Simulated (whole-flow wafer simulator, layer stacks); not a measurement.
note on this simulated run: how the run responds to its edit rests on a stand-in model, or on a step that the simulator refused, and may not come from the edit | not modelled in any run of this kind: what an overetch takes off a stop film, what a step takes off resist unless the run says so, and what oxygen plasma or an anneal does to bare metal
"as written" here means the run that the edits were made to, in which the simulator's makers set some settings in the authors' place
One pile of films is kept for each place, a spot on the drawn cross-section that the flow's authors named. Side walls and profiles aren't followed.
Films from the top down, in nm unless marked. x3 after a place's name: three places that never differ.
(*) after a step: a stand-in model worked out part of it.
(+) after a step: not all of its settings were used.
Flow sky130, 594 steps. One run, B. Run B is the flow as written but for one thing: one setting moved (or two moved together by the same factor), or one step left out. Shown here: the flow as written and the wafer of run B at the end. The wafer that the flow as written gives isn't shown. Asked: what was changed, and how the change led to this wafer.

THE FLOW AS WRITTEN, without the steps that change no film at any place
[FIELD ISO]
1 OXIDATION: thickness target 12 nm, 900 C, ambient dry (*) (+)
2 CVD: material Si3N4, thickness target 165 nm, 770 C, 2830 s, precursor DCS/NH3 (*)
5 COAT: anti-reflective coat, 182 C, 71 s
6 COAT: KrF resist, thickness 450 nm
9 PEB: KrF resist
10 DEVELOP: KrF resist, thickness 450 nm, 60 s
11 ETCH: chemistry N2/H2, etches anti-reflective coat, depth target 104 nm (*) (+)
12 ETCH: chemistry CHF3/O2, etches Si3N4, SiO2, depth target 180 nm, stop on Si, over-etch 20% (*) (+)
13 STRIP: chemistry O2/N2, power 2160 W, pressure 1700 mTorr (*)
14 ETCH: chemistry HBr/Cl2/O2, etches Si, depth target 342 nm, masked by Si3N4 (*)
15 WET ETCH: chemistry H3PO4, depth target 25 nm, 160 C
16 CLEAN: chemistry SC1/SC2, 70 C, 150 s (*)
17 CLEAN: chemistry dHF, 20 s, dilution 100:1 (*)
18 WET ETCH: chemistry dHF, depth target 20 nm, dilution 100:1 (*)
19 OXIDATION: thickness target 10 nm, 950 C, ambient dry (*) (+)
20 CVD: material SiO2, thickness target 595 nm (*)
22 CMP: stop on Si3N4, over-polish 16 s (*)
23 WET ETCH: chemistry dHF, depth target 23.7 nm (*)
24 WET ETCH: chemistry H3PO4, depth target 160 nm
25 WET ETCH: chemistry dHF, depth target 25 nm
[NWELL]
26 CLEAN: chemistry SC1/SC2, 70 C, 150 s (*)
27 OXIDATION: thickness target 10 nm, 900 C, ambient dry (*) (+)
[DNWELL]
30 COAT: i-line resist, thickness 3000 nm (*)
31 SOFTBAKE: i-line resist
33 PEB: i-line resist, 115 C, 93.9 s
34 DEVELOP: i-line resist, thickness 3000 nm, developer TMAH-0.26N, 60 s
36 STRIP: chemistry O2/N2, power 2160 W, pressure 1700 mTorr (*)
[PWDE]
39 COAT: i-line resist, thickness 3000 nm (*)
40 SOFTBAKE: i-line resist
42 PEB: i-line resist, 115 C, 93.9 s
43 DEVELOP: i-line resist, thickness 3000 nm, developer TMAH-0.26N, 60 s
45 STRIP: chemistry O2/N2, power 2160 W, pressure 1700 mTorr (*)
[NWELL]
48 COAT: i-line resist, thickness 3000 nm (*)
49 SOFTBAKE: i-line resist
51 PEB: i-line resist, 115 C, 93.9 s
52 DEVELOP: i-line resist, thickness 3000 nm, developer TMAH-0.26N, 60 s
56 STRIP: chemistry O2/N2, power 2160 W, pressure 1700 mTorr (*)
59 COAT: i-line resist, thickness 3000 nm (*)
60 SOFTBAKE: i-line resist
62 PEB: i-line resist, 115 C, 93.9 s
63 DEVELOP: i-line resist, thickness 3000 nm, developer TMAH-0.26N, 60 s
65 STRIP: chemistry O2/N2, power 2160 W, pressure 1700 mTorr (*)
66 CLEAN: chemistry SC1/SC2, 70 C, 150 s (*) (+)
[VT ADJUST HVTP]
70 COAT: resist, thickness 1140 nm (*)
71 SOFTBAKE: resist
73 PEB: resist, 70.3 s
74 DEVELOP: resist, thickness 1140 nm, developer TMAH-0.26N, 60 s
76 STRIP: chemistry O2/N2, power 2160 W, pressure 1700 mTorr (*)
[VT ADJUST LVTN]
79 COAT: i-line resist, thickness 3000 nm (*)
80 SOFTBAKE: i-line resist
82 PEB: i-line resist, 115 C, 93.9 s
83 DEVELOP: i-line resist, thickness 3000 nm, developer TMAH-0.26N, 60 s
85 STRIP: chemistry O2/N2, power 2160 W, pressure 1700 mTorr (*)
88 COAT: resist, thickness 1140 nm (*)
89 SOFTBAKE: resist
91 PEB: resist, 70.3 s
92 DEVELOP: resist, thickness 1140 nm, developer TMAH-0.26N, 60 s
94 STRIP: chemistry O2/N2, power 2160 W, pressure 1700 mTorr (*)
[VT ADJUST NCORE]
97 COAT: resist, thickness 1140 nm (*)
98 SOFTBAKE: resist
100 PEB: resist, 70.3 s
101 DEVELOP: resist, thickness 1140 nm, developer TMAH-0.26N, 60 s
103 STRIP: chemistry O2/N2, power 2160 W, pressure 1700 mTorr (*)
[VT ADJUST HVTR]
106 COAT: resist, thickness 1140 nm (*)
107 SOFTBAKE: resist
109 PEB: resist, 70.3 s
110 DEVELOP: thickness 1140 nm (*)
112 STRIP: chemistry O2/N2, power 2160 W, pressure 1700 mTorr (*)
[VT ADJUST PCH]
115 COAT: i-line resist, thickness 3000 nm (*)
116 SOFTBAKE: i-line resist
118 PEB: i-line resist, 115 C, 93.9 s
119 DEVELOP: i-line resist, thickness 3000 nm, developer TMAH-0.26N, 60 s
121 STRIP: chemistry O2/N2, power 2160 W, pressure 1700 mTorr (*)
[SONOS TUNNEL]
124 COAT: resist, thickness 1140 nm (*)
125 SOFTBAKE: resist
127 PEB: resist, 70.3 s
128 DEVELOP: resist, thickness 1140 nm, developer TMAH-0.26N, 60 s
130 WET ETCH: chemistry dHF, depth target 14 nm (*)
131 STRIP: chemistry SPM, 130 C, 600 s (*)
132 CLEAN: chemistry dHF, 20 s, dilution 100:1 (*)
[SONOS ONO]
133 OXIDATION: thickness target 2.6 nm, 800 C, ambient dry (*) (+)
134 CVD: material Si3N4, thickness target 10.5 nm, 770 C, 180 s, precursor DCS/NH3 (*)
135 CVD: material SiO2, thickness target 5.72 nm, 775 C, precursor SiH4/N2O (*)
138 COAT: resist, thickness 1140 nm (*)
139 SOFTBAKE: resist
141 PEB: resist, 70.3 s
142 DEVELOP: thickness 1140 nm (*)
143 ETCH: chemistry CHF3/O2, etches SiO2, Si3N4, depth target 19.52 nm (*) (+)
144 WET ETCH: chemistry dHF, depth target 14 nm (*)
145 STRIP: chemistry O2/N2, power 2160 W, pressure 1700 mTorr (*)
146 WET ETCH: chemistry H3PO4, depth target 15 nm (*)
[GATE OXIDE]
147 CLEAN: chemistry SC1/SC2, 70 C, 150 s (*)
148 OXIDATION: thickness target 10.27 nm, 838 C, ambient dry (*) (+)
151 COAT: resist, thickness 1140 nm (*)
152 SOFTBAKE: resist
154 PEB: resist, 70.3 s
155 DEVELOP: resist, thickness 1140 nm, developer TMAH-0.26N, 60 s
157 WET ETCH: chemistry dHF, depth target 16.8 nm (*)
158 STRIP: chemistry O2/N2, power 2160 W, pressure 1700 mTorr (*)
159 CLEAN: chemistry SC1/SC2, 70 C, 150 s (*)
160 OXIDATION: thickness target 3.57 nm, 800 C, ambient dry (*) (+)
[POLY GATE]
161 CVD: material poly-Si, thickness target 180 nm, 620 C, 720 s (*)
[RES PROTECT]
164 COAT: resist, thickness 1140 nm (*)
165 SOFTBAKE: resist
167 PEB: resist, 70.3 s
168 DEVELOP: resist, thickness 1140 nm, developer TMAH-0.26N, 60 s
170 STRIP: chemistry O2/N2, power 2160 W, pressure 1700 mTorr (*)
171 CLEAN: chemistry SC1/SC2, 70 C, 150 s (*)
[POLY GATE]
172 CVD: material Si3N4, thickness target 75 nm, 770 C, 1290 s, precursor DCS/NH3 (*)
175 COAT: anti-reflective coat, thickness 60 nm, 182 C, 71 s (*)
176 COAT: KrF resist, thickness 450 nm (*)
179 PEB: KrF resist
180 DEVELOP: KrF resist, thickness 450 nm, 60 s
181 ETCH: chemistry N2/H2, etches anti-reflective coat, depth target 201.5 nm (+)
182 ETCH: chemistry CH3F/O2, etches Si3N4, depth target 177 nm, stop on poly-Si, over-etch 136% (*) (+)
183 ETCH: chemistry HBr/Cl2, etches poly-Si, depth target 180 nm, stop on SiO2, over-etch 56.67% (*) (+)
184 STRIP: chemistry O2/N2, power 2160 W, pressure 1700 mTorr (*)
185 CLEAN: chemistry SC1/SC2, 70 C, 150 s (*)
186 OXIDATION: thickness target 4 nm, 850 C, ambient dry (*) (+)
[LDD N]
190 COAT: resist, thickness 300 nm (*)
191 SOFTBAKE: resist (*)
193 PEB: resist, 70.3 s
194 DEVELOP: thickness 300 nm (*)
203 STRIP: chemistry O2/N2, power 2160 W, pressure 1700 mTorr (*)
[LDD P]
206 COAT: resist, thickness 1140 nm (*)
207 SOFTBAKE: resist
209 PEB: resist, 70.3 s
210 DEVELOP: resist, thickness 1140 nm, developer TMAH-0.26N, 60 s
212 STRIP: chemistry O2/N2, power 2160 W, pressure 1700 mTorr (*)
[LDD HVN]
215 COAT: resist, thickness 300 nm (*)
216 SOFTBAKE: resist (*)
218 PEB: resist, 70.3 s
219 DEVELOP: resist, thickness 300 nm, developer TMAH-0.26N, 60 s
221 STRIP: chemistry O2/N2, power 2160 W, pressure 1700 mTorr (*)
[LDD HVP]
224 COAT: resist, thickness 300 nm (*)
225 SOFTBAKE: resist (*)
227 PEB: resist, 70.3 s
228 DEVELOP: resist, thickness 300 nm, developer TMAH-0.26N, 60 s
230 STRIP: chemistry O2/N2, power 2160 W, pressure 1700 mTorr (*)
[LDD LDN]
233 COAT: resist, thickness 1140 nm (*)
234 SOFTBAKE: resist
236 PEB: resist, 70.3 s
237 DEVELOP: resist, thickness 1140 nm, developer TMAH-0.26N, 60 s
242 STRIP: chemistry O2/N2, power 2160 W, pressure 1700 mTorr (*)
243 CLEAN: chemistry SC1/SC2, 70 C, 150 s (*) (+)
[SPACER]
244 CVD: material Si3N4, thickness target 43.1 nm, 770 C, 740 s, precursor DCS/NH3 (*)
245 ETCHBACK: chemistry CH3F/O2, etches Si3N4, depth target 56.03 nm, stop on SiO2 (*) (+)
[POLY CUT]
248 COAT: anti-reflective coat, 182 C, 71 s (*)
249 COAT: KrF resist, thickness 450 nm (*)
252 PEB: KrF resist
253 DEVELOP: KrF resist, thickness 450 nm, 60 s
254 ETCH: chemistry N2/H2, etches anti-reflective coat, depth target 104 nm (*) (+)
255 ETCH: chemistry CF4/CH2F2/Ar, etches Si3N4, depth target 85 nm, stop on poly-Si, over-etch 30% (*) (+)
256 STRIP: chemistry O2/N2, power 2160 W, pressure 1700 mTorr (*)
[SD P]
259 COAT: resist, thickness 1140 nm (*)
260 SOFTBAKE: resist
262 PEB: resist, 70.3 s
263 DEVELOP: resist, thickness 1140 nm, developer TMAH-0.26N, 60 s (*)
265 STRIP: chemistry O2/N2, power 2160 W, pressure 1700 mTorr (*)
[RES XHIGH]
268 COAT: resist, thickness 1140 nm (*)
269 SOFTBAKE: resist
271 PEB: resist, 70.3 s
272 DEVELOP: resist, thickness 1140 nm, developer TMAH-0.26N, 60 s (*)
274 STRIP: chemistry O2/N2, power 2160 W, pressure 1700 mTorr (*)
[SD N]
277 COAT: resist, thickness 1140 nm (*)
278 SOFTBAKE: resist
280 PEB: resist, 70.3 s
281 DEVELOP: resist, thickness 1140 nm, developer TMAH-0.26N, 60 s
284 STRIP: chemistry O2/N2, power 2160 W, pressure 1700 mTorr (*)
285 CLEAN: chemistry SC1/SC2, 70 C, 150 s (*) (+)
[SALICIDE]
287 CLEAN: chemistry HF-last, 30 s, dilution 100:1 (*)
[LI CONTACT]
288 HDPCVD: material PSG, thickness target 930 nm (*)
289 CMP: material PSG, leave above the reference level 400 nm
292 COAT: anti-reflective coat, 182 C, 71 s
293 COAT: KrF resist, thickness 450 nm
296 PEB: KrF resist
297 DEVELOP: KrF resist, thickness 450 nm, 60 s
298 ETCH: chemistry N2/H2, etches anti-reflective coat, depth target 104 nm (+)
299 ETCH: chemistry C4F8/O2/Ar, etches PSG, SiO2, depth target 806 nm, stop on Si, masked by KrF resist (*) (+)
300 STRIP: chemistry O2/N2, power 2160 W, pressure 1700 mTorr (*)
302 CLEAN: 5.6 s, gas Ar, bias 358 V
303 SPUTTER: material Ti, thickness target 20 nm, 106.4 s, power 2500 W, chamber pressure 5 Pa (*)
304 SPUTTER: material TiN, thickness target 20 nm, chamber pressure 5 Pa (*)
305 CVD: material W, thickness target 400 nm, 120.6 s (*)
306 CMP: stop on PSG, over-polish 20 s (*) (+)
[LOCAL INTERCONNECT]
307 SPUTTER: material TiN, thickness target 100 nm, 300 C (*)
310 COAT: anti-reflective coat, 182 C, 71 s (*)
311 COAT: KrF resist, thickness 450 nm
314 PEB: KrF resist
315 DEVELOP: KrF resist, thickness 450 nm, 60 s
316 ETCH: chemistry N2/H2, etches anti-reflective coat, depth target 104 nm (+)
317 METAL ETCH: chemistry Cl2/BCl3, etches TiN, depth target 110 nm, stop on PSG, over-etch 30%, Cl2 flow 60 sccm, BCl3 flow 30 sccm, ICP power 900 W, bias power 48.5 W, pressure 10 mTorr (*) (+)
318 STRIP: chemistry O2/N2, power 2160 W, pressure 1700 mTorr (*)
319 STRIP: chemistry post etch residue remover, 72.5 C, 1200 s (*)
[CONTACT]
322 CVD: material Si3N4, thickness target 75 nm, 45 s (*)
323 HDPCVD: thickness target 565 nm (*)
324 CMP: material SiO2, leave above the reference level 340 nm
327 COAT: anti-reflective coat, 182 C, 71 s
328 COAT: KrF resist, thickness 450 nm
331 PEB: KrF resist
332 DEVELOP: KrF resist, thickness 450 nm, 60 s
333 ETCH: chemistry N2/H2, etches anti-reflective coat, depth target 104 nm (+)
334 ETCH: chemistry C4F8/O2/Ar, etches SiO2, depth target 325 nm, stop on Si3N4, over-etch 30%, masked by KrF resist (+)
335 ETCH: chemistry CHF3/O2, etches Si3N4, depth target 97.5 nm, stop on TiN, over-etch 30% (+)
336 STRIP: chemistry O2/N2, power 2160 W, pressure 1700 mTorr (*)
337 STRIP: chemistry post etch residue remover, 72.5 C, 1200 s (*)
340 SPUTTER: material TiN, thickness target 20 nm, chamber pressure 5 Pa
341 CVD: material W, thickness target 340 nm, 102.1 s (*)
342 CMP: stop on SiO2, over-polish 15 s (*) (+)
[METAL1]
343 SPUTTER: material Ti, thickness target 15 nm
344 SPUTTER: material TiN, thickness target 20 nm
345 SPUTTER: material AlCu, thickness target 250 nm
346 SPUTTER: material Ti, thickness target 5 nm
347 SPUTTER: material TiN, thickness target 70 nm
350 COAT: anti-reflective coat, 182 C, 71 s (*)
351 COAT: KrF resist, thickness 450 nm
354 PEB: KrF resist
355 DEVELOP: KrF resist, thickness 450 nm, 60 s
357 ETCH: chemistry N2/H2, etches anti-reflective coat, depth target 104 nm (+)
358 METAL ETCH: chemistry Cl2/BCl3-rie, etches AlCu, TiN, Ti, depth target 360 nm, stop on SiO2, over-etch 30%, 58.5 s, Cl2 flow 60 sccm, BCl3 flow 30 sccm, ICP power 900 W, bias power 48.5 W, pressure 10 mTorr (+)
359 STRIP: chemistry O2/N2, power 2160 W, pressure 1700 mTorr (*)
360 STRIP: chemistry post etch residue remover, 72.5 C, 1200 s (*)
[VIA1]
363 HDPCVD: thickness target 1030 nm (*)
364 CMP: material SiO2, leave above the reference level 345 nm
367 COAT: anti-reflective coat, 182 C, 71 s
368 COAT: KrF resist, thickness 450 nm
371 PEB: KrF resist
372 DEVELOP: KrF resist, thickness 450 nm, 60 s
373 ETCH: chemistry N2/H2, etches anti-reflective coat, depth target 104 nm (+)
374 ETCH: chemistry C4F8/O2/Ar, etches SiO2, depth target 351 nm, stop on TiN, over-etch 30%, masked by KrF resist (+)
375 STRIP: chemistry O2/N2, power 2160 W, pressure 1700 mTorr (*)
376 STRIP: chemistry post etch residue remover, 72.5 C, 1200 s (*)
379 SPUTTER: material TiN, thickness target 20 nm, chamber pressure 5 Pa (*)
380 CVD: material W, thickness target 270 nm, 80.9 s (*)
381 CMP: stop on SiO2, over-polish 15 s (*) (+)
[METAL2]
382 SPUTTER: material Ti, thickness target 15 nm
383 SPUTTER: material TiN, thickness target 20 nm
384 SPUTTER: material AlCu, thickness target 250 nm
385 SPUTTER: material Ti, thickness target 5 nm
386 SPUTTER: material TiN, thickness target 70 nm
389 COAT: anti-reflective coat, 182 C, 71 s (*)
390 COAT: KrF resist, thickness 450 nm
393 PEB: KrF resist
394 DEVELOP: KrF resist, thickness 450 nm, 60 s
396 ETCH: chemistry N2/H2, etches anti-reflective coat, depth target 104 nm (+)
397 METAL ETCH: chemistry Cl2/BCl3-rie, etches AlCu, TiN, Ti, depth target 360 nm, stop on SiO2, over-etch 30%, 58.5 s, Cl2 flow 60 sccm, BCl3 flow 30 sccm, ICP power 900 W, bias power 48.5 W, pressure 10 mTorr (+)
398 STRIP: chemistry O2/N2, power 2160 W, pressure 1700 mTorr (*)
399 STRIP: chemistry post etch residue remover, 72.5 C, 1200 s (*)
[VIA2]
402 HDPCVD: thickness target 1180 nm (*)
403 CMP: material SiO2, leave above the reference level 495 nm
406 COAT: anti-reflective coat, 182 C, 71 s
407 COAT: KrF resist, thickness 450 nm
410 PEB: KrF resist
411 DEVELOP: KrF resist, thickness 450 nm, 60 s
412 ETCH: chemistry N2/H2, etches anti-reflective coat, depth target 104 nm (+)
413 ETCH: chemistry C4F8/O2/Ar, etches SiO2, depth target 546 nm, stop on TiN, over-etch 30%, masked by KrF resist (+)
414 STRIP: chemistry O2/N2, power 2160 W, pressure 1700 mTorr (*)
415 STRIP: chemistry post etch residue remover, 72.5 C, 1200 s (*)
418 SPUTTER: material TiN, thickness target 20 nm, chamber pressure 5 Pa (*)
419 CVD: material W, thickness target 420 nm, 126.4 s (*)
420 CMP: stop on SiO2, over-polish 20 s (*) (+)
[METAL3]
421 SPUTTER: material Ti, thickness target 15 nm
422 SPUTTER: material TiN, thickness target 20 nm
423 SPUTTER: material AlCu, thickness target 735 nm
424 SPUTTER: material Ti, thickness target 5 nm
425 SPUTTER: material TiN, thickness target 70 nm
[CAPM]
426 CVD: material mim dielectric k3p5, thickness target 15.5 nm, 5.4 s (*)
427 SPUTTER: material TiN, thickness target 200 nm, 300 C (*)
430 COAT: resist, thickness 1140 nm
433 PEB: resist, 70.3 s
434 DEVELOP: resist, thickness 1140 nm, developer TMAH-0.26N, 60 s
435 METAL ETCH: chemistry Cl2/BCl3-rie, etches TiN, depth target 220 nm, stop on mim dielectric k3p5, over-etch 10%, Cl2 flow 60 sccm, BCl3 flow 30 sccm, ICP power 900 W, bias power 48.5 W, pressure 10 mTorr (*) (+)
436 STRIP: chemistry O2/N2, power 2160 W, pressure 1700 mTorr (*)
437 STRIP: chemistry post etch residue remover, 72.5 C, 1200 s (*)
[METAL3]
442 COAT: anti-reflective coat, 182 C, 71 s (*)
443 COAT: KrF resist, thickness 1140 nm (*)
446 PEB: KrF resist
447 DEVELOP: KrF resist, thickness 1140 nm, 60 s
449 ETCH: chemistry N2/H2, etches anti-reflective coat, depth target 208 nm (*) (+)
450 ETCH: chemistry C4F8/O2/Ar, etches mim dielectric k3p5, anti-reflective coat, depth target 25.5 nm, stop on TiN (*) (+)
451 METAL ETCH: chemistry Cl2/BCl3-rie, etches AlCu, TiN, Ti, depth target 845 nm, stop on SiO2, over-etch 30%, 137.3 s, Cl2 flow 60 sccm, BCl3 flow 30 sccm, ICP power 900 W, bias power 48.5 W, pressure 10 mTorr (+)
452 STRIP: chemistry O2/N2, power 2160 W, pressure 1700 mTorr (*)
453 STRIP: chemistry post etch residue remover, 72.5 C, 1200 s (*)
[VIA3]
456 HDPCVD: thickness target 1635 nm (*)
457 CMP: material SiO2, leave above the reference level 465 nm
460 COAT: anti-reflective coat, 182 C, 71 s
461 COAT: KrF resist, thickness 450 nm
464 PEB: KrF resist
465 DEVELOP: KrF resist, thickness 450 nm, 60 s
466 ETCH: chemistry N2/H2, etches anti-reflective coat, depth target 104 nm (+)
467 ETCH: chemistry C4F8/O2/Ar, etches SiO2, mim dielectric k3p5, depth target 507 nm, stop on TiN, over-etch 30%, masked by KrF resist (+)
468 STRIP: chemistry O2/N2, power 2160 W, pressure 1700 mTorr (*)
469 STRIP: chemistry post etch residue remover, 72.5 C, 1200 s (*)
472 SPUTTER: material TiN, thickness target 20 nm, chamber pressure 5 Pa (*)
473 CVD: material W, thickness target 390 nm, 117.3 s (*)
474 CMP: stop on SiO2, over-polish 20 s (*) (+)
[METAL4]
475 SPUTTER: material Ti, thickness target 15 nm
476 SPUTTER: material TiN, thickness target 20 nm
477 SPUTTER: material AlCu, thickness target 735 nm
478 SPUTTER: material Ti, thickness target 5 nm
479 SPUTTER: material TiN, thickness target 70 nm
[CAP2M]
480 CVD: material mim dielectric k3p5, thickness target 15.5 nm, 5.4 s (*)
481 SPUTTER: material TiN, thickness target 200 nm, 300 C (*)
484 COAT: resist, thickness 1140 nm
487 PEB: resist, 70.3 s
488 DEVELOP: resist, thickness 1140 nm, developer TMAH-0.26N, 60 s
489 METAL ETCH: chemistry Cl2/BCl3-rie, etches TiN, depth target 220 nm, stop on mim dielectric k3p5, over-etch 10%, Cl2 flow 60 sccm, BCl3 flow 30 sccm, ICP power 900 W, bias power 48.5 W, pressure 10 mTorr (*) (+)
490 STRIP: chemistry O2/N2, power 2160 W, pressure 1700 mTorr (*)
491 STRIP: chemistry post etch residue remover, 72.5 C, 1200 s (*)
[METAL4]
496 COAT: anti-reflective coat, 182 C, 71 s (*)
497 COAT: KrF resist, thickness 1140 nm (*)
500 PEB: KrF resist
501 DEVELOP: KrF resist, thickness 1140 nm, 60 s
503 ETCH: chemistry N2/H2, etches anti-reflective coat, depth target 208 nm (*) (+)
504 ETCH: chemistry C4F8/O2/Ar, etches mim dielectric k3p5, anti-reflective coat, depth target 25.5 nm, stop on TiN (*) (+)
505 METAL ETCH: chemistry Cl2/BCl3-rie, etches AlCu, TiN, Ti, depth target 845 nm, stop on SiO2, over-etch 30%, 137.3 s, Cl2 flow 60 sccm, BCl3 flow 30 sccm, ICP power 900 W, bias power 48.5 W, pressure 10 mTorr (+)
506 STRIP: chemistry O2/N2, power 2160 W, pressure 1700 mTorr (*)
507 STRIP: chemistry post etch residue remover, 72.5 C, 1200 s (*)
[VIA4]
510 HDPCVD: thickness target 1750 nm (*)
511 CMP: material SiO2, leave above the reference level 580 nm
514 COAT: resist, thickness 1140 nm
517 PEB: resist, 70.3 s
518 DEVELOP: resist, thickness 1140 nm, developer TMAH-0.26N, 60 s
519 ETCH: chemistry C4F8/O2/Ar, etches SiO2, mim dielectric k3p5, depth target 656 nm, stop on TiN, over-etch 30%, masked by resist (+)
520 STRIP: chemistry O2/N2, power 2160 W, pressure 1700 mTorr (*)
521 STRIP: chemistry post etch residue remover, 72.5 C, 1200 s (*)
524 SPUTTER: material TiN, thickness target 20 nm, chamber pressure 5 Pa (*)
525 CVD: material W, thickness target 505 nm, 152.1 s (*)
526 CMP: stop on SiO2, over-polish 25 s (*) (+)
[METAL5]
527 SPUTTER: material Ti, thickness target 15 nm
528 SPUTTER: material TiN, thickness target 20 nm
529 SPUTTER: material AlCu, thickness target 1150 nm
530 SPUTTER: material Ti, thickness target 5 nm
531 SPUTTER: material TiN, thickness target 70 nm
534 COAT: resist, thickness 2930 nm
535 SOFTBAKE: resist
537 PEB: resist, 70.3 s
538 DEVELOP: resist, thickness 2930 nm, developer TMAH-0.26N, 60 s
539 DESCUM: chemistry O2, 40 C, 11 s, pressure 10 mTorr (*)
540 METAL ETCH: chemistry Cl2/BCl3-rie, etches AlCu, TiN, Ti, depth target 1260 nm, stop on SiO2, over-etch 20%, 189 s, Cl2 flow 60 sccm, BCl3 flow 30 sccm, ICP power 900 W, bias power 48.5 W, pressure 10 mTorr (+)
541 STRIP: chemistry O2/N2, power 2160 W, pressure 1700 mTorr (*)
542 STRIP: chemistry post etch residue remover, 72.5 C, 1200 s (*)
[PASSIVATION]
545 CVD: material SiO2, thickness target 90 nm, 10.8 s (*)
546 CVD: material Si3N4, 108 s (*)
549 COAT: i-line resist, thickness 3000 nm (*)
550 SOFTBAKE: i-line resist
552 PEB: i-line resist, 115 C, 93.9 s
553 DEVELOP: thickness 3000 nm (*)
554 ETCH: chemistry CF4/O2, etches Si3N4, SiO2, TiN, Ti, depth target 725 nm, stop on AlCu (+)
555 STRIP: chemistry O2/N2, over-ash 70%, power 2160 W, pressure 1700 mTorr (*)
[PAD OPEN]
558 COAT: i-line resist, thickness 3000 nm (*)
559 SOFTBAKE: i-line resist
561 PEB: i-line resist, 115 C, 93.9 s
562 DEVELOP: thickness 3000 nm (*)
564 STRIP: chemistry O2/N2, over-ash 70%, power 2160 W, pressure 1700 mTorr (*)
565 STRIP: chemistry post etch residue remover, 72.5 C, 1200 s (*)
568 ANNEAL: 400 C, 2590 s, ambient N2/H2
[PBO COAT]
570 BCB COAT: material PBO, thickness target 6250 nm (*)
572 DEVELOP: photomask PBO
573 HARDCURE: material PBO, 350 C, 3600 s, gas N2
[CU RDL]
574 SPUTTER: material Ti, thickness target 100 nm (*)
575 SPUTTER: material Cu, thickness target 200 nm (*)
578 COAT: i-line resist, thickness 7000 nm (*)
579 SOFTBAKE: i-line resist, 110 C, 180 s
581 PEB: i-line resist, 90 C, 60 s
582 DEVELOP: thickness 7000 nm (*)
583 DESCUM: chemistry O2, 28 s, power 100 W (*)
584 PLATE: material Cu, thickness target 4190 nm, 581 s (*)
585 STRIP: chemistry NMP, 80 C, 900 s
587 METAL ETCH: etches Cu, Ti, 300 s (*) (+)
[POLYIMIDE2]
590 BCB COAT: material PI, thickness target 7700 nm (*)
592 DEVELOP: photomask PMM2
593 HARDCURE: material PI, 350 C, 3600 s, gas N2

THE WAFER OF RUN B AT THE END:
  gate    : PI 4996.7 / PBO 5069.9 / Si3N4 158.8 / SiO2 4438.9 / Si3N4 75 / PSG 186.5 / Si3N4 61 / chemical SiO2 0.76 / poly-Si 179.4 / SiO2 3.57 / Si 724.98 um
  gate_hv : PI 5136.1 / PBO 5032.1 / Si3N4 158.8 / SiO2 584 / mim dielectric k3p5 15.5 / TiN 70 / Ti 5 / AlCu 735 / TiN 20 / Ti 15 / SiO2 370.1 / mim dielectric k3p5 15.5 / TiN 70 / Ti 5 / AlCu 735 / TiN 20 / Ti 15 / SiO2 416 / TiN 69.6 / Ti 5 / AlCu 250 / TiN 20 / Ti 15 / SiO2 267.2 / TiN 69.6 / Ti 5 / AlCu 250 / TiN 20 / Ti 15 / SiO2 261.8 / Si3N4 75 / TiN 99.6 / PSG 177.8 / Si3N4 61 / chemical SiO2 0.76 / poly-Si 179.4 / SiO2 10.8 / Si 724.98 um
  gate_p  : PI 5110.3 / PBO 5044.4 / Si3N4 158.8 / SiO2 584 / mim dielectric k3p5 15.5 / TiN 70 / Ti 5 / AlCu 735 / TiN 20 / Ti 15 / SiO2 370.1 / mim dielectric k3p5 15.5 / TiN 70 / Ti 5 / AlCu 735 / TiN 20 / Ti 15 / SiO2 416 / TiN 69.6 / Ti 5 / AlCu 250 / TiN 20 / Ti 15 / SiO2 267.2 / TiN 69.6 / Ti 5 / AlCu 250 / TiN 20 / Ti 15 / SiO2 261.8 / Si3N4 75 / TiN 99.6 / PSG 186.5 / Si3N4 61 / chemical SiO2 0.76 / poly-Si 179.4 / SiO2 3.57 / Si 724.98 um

The cause: step 289, CMP: leave above the reference level 196 nm was run, where the flow has leave above the reference level 400 nm.

How the change led to this, step by step:
  289 CMP: material PSG, leave above the reference level 400 nm
      gate, spacer, gate_p and 34 more: PSG -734 (as written it would be: PSG -530)
      mim, vpp_sp, vpp_ln and 30 more: PSG -537.9 (as written it would be: PSG -333.9)
      (and at 122 more places)
  299 ETCH: chemistry C4F8/O2/Ar, etches PSG, SiO2, depth target 806 nm, stop on Si, masked by KrF resist (*) (+)
      field, active, n_well and 184 more: KrF resist -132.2 (as written it would be: KrF resist -161.2)
      contact, ndiff_licon, ndiff_licon_cpp: PSG -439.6 (all of it), SiO2 -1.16 (all of it) (as written it would be: PSG -643.6 (all of it), SiO2 -1.16 (all of it))
      (and at 2 more places)
  300 STRIP: chemistry O2/N2, power 2160 W, pressure 1700 mTorr (*)
      field, active, n_well and 184 more: KrF resist -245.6 (all of it), anti-reflective coat -80 (all of it) (as written it would be: KrF resist -216.6 (all of it), anti-reflective coat -80 (all of it))
  303 SPUTTER: material Ti, thickness target 20 nm, 106.4 s, power 2500 W, chamber pressure 5 Pa (*)
      ndiff_licon: Ti +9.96 (new film) (as written it would be: Ti +7.24 (new film))
      ndiff_licon_cpp: Ti +8.98 (new film) (as written it would be: Ti +6.53 (new film))
      (and at 1 more place)
  304 SPUTTER: material TiN, thickness target 20 nm, chamber pressure 5 Pa (*)
      ndiff_licon: TiN +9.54 (new film) (as written it would be: TiN +6.83 (new film))
      ndiff_licon_cpp: TiN +8.62 (new film) (as written it would be: TiN +6.17 (new film))
      (and at 1 more place)
  305 CVD: material W, thickness target 400 nm, 120.6 s (*)
      ndiff_licon: W +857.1 (new film) (as written it would be: W +1066.5 (new film))
      ndiff_licon_cpp: W +859 (new film) (as written it would be: W +1067.9 (new film))
      (and at 1 more place)
  306 CMP: stop on PSG, over-polish 20 s (*) (+)
      poly_licon: W -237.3 (as written it would be: W -33.3)
